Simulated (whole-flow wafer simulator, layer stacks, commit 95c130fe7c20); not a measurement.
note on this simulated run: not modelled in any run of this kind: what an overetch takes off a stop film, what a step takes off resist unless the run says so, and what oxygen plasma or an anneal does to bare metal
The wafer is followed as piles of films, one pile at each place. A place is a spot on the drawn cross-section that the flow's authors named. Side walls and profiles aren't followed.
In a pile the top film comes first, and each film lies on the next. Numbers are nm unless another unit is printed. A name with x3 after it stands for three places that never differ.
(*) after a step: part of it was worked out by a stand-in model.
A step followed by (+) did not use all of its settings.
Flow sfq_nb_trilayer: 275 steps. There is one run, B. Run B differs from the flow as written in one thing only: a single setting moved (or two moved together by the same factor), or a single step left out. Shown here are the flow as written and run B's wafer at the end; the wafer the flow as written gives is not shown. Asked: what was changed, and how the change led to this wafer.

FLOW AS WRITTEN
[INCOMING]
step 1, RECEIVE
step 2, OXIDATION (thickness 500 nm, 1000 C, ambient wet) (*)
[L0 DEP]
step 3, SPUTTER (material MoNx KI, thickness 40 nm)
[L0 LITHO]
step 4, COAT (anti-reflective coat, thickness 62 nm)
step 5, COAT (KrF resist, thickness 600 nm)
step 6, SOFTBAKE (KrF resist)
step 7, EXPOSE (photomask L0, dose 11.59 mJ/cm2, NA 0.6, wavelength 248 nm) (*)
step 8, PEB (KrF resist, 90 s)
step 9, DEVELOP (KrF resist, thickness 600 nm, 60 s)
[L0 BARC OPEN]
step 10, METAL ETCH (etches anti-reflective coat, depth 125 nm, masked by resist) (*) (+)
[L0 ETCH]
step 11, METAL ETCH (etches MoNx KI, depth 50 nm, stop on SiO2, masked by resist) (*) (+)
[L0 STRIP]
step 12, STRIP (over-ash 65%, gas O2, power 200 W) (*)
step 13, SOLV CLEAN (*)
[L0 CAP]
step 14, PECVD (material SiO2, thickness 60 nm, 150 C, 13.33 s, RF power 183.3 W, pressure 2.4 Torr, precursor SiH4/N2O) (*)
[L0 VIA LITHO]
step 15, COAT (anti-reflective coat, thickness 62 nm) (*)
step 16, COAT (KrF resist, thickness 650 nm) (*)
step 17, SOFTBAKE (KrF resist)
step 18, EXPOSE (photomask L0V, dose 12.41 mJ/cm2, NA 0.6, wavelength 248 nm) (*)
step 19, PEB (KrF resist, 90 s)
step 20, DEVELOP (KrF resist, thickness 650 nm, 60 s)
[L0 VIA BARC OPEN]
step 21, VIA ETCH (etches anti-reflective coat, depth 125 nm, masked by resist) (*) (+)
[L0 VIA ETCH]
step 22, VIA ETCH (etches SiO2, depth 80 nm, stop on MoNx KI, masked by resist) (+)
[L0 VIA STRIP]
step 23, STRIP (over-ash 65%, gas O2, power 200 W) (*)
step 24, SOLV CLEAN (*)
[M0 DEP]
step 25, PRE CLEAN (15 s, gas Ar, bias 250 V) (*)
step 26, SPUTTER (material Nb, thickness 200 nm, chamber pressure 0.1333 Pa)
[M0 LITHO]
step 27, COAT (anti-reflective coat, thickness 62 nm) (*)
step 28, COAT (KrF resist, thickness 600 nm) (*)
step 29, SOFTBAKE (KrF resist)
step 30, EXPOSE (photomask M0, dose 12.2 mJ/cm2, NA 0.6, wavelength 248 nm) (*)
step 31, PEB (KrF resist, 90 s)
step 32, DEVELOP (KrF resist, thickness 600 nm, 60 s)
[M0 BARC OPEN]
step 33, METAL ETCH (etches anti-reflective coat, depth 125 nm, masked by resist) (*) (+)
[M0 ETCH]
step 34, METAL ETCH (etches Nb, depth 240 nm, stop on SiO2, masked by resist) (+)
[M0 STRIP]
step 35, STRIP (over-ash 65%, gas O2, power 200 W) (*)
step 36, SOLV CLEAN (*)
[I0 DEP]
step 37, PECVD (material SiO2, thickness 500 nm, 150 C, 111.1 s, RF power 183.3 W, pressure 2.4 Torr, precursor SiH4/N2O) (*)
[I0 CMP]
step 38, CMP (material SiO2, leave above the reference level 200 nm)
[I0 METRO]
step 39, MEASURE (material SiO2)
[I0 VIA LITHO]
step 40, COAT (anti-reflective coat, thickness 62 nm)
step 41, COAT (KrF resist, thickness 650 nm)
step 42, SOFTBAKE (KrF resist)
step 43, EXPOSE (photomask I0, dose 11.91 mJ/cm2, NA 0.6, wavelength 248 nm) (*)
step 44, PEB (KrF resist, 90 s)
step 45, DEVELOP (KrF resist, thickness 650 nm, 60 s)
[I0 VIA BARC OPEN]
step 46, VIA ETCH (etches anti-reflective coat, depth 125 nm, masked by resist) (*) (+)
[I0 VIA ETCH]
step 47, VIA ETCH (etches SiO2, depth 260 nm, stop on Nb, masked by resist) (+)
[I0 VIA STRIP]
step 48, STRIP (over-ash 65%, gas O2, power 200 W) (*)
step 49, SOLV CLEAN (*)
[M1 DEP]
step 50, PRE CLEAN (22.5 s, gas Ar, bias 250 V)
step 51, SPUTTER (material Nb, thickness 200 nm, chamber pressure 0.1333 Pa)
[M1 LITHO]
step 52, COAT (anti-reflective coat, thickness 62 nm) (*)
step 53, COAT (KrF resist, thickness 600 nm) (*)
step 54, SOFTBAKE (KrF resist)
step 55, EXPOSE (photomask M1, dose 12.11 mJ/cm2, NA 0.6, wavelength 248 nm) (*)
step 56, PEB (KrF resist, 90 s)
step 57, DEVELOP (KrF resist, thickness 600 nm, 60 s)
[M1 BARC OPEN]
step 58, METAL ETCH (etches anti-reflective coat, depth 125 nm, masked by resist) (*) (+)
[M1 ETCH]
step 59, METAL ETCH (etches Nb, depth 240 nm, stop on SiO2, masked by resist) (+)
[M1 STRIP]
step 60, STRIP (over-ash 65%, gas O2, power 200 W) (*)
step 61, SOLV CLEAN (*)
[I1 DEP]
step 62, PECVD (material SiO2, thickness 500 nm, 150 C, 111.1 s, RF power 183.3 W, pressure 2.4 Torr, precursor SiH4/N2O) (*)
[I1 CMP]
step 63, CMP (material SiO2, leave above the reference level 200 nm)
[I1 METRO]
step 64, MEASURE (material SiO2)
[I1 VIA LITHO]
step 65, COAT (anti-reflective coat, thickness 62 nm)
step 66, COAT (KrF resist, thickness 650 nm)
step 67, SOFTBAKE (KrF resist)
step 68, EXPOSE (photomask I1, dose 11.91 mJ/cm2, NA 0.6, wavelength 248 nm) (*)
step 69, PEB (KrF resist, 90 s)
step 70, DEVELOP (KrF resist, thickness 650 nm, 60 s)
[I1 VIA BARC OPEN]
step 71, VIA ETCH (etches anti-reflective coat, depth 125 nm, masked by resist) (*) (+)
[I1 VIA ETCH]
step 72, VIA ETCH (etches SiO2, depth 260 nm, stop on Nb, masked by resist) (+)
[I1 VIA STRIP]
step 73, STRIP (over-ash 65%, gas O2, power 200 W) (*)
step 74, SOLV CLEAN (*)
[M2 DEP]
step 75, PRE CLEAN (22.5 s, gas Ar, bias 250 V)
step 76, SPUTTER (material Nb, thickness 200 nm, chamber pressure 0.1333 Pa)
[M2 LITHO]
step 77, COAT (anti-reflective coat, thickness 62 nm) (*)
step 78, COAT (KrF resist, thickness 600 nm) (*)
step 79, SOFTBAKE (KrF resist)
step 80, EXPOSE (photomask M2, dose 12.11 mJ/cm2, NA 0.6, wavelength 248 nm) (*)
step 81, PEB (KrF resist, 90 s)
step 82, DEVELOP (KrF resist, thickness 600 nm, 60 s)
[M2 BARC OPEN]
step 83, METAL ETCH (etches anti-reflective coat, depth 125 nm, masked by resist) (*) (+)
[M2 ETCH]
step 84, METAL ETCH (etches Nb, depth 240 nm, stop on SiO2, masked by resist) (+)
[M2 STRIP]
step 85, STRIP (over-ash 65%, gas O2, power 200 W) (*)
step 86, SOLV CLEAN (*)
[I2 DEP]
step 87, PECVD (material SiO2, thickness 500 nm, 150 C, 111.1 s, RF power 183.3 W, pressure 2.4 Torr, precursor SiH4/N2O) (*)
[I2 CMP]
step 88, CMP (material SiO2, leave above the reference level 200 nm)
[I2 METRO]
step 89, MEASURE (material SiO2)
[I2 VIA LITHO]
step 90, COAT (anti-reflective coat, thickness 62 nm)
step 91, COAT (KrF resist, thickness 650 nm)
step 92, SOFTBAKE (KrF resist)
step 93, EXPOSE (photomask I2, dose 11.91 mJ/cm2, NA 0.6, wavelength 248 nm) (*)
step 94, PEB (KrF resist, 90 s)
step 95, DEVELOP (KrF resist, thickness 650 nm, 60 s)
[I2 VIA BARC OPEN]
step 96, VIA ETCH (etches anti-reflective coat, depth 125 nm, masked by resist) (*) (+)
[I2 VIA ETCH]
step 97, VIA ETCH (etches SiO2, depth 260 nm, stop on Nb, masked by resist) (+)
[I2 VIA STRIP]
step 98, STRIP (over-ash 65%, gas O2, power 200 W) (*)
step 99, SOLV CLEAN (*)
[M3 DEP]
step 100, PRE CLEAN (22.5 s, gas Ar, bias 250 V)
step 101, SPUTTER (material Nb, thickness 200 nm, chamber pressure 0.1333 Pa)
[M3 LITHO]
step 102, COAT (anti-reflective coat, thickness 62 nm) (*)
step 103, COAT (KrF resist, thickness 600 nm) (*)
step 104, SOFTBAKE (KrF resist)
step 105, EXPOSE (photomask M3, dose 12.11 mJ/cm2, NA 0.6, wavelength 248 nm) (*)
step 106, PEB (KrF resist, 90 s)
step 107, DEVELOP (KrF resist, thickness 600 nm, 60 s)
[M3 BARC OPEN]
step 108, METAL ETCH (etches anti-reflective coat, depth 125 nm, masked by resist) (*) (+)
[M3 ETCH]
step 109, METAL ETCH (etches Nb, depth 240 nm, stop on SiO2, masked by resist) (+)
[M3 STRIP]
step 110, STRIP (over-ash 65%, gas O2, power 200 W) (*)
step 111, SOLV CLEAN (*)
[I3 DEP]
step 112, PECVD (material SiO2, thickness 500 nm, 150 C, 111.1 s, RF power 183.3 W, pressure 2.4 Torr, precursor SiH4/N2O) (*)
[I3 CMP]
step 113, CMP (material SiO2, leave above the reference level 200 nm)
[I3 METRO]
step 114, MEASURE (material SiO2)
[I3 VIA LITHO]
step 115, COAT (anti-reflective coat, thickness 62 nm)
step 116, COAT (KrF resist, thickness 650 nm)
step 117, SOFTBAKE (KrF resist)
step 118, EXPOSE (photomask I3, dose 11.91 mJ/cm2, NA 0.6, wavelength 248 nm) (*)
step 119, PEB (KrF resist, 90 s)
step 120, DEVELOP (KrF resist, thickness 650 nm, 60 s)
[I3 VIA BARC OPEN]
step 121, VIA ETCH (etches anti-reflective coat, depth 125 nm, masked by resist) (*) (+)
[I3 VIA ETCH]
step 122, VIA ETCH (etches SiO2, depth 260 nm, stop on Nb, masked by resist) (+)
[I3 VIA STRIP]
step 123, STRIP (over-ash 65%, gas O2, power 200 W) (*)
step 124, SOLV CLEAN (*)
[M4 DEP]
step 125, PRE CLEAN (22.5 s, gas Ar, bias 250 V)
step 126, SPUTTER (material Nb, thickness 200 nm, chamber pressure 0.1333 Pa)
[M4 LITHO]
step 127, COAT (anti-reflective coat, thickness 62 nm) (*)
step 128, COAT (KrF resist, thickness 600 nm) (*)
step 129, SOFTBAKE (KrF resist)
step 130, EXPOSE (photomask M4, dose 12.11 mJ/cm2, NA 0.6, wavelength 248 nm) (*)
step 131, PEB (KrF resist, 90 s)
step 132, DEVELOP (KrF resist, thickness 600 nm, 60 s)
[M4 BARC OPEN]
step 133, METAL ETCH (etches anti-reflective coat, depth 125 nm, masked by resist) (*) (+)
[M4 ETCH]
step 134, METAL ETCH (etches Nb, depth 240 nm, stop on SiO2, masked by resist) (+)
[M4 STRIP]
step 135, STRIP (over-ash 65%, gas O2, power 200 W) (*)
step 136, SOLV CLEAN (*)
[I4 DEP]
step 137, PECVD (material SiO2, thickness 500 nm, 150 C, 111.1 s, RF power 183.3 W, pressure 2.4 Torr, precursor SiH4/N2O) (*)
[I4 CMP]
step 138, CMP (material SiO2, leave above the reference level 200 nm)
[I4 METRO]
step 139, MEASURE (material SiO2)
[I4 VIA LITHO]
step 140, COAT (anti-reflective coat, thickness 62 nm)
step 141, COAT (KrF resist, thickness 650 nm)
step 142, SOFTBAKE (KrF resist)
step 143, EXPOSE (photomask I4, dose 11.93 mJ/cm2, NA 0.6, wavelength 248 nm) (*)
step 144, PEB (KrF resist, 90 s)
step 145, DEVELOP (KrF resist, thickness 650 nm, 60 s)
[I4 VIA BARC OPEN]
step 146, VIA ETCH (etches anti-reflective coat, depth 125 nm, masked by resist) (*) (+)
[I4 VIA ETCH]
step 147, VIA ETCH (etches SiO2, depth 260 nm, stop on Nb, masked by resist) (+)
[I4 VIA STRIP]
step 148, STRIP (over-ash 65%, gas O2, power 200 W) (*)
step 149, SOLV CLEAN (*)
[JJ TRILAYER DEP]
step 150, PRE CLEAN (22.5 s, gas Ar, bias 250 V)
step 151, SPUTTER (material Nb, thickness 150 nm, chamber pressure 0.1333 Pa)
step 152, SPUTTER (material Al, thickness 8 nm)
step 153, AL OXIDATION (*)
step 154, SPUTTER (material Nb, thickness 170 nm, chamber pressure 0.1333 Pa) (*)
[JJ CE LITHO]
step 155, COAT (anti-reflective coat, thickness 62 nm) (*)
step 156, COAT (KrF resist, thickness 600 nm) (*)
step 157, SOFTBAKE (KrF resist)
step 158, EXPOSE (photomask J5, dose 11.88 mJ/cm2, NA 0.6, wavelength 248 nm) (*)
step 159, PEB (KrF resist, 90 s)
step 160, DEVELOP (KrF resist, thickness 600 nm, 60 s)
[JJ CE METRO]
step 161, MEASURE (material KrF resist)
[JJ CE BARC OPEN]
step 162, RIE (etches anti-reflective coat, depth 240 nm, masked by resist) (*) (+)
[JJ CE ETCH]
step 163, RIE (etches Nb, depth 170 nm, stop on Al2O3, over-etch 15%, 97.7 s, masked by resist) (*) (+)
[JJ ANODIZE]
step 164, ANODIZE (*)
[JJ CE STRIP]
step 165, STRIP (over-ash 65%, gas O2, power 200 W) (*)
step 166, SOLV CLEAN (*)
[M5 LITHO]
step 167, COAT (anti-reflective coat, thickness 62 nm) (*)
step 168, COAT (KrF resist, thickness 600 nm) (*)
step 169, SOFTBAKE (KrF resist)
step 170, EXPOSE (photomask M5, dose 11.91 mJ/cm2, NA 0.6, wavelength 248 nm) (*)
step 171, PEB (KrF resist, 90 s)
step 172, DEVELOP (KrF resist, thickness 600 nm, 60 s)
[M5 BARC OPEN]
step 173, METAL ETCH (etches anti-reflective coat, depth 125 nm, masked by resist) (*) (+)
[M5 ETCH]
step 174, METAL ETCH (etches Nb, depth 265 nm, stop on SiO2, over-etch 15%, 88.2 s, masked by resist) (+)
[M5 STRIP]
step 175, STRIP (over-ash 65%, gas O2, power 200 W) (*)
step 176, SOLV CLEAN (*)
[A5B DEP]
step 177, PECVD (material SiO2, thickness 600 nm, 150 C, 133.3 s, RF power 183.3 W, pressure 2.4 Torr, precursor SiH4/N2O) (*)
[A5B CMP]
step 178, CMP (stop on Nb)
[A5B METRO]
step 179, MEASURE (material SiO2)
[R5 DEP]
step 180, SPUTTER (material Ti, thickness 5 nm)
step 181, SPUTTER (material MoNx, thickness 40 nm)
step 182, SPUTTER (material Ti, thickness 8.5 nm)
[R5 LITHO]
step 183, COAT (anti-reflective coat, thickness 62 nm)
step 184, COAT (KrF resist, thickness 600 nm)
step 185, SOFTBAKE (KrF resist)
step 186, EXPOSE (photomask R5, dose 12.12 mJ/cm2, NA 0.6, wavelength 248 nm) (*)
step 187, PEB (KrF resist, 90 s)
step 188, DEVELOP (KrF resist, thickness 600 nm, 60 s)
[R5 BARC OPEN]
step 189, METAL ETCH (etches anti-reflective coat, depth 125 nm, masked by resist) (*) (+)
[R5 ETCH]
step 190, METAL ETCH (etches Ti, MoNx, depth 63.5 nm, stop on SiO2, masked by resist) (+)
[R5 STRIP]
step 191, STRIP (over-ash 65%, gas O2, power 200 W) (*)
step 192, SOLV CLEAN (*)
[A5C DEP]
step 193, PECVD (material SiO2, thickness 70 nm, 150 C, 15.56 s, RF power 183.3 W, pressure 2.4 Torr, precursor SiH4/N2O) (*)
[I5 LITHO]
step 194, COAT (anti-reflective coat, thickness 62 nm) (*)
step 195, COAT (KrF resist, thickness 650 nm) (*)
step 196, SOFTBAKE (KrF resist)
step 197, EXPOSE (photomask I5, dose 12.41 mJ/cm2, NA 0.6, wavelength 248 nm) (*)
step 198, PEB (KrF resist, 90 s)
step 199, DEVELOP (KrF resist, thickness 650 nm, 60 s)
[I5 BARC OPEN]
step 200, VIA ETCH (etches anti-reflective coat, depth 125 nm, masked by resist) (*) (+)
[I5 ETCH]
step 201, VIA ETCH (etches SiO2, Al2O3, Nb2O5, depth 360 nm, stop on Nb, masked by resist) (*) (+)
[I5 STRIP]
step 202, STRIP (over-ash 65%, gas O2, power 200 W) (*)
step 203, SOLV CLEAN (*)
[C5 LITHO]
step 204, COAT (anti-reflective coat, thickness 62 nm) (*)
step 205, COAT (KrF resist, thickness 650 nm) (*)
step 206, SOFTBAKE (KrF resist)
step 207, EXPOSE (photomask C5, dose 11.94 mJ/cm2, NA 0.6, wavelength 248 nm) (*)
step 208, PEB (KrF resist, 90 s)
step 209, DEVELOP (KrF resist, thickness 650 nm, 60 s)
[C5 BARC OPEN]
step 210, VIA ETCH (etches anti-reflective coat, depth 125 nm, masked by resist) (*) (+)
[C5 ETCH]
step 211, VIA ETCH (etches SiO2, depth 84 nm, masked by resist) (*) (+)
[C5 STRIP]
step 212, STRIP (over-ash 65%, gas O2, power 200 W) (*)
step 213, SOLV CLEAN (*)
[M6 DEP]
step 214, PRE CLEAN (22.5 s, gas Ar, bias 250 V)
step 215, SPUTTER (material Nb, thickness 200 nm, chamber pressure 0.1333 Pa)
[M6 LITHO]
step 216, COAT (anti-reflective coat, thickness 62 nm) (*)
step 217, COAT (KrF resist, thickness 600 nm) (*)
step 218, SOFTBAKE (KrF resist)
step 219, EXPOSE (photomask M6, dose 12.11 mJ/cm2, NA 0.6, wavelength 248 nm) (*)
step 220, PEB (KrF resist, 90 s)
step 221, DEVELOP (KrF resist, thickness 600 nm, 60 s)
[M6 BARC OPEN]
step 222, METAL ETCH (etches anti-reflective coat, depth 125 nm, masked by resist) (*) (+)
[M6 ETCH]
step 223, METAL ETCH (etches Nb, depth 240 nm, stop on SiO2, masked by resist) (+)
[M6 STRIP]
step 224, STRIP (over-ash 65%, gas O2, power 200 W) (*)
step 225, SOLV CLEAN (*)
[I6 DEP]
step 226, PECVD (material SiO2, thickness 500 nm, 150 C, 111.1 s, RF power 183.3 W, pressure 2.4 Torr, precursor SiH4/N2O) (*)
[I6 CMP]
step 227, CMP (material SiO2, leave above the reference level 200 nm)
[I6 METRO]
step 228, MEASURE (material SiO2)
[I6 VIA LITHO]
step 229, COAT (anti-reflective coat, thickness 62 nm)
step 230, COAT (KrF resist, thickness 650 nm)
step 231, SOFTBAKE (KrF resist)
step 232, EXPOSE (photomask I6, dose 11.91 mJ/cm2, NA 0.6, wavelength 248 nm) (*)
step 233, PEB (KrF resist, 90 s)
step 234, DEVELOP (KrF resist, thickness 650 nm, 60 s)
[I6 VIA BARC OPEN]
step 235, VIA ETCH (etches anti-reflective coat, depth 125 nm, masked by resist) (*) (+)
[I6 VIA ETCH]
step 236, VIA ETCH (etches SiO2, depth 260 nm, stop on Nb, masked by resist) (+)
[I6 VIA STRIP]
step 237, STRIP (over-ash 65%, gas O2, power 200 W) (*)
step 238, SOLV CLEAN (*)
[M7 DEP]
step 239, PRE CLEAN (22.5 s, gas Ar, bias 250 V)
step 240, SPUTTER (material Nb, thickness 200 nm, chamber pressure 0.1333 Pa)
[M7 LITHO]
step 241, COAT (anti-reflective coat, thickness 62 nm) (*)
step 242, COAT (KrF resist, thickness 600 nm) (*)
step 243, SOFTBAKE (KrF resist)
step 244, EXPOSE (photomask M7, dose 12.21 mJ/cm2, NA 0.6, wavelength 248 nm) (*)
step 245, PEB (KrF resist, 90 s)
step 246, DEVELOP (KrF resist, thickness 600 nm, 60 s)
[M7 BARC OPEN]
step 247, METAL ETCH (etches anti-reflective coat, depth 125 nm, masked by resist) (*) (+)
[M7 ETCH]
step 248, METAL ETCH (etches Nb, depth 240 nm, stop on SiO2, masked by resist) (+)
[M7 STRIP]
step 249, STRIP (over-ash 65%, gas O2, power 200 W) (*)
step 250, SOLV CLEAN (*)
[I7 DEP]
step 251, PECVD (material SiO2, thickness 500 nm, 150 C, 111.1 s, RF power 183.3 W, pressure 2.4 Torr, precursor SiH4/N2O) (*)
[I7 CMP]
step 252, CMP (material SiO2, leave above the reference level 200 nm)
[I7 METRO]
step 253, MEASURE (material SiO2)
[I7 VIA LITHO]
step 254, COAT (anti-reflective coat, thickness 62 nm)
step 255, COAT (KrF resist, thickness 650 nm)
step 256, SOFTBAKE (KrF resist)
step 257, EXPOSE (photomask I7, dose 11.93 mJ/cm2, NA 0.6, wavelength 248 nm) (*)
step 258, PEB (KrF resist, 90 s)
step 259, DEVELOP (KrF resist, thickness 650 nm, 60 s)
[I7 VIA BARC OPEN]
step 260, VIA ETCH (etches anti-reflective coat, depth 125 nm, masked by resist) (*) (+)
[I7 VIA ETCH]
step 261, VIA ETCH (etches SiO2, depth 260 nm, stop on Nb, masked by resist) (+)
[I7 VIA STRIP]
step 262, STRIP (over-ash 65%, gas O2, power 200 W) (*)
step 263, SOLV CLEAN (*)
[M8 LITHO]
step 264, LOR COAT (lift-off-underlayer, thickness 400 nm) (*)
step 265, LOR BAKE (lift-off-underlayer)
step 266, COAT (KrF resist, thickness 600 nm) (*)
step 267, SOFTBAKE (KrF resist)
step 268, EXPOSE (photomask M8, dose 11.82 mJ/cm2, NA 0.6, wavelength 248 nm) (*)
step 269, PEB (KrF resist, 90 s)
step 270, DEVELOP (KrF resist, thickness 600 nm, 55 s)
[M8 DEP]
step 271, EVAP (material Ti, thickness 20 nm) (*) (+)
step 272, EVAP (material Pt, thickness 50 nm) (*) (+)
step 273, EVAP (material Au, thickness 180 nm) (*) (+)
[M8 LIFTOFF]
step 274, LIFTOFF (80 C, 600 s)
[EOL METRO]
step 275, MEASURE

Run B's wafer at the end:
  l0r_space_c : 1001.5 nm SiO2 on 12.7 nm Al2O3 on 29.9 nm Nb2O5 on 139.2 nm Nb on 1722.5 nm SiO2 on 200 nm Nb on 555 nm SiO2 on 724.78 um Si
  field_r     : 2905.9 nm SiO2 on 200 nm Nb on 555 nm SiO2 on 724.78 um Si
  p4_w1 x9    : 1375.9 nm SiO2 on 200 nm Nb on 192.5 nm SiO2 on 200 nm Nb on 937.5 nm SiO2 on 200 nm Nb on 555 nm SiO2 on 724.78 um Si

What caused this: step 51, SPUTTER: thickness 160 nm was run, while the flow as written has thickness 200 nm.

How this came from the change, step by step:
  step 51, SPUTTER (material Nb, thickness 200 nm, chamber pressure 0.1333 Pa)
      field_l, v_sur, via_wl and 102 more: Nb gains 160 (new film) (as written it would have been: Nb gains 200 (new film))
      via_w: Nb gains 140.1 (as written it would have been: Nb gains 174.5)
  step 52, COAT (anti-reflective coat, thickness 62 nm) (*)
      via_wr: anti-reflective coat gains 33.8 (new film) (as written it would have been: anti-reflective coat gains 34.9 (new film))
  step 59, METAL ETCH (etches Nb, depth 240 nm, stop on SiO2, masked by resist) (+)
      field_l, be, be_sur and 79 more: Nb loses 160 (all of it) (as written it would have been: Nb loses 200 (all of it))
  step 60, STRIP (over-ash 65%, gas O2, power 200 W) (*)
      via_wr: KrF resist loses 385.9 (all of it), anti-reflective coat loses 33.8 (all of it) (as written it would have been: KrF resist loses 384.4 (all of it), anti-reflective coat loses 34.9 (all of it))
  step 62, PECVD (material SiO2, thickness 500 nm, 150 C, 111.1 s, RF power 183.3 W, pressure 2.4 Torr, precursor SiH4/N2O) (*)
      wl_d_sl, wl_d_sr: SiO2 gains 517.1 (as written it would have been: SiO2 gains 557.1)
  step 63, CMP (material SiO2, leave above the reference level 200 nm)
      field_l, be, be_sur and 72 more: SiO2 loses 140 (as written it would have been: SiO2 loses 100)
      lsp_m, ln_m6, lsp_r, l0_sur, l0v: SiO2 loses 140 (as written it would have been: SiO2 loses 94.9)
      (and at 1 other place as well)
